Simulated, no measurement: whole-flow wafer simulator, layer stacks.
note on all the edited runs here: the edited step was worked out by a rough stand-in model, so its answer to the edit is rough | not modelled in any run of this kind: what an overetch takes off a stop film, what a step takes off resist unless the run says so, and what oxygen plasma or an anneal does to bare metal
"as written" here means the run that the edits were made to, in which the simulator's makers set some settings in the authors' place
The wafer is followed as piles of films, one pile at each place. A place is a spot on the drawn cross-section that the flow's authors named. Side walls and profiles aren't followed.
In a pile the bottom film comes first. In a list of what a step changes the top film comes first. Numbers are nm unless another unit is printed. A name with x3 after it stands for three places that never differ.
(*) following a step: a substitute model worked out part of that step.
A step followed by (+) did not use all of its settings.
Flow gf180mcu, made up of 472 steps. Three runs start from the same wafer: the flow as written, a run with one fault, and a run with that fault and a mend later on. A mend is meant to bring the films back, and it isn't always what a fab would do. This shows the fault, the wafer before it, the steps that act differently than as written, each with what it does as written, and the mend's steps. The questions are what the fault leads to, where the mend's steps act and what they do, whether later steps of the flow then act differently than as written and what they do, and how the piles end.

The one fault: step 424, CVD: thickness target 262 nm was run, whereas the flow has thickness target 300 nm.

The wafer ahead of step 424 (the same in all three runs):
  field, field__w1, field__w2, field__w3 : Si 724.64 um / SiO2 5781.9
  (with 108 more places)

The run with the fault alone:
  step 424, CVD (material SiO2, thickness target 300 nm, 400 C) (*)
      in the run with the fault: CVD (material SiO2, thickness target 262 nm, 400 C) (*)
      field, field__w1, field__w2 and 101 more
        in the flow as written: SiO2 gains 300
        in the run with the fault: SiO2 gains 262
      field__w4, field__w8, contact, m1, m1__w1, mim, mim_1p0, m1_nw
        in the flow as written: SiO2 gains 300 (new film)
        in the run with the fault: SiO2 gains 262 (new film)
  Later steps of the flow acting differently than as written (3 other steps are not shown; they differ only slightly, by no more than 2% or 0.5 nm, whichever is larger):
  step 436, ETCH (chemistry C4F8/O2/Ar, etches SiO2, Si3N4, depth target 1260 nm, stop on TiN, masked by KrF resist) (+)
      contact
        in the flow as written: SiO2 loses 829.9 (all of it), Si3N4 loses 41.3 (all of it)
        in the run with the fault: SiO2 loses 791.9 (all of it), Si3N4 loses 41.3 (all of it)
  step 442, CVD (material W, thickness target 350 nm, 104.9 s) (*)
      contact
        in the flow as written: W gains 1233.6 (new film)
        in the run with the fault: W gains 1195.3 (new film)
  By the end, the piles at field__w4, field__w8, contact, m1, m1__w1, mim, mim_1p0, m1_nw depart from the flow's by more than 2% or 0.5 nm, whichever is larger.
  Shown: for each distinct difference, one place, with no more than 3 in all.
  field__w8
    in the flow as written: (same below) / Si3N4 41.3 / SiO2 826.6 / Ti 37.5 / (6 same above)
    in the run with the fault: (same below) / Si3N4 41.3 / SiO2 788.6 / Ti 37.5 / (6 same above)
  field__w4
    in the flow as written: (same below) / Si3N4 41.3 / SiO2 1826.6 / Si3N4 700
    in the run with the fault: (same below) / Si3N4 41.3 / SiO2 1788.6 / Si3N4 700
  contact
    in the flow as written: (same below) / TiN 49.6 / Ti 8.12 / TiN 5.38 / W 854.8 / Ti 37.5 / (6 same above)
    in the run with the fault: (same below) / TiN 49.6 / Ti 8.3 / TiN 5.5 / W 816.5 / Ti 37.5 / (6 same above)

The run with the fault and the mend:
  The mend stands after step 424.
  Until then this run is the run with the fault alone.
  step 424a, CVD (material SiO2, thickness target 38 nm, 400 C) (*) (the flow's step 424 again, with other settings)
      field, field__w1, field__w2 and 109 more
        SiO2 gains 38
  Later steps of the flow that are run all act as written at every place that is followed.
  At every place that both follow, the piles at the end match the flow's.
